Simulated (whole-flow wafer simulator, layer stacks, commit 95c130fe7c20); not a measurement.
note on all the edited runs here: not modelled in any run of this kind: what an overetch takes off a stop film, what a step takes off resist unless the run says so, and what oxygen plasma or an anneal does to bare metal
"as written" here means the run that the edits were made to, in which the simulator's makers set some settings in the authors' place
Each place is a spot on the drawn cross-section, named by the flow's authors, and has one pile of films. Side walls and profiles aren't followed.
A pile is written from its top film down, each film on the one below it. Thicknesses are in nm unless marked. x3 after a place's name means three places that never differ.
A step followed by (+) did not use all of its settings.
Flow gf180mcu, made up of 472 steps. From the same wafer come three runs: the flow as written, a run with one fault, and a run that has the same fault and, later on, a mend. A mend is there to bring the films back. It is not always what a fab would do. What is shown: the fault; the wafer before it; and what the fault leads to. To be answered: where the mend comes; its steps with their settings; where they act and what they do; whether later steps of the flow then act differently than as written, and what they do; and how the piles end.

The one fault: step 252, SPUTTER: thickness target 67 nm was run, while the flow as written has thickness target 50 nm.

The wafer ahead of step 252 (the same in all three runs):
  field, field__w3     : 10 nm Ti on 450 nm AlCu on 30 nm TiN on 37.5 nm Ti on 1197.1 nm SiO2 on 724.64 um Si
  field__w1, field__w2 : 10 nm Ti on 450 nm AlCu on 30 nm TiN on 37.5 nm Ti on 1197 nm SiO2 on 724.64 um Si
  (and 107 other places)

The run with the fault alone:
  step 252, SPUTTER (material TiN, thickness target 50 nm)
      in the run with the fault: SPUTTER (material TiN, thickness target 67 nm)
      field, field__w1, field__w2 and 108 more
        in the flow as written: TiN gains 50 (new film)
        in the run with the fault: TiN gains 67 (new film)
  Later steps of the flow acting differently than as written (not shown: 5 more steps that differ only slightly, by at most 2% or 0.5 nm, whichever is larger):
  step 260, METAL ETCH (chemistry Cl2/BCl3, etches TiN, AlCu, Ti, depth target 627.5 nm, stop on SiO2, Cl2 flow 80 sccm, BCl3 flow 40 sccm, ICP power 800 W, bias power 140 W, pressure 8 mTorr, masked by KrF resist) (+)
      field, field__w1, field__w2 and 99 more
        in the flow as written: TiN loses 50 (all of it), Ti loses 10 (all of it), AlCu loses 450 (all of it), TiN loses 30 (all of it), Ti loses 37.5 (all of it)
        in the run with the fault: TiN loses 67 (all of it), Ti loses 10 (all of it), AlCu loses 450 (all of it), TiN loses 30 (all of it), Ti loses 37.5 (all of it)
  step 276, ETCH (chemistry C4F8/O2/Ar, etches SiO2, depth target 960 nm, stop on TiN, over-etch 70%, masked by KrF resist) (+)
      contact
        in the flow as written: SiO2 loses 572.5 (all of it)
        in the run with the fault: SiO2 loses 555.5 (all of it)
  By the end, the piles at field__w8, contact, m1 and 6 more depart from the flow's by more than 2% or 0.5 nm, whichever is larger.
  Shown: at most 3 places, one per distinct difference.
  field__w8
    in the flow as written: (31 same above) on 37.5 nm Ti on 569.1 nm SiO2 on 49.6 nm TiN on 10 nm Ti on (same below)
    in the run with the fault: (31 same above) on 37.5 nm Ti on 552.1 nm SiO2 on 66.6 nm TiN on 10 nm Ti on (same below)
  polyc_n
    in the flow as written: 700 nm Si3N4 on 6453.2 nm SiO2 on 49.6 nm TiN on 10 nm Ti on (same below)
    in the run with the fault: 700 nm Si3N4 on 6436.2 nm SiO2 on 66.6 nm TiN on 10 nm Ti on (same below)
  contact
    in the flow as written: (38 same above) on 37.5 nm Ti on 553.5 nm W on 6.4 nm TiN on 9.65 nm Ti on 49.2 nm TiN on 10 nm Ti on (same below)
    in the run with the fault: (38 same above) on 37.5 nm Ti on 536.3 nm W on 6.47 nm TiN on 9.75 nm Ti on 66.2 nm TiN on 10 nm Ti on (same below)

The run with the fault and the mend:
  The mend stands after step 252.
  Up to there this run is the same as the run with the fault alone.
  step 252a, METAL ETCH (chemistry Cl2/BCl3, etches TiN, AlCu, Ti, depth target 17 nm, Cl2 flow 80 sccm, BCl3 flow 40 sccm, ICP power 800 W, bias power 140 W, pressure 8 mTorr)
      field, field__w1, field__w2 and 108 more
        TiN loses 17
  Later steps of the flow that are run all act as written at every place that is followed.
  The piles end the same as the flow's at every place that both follow.
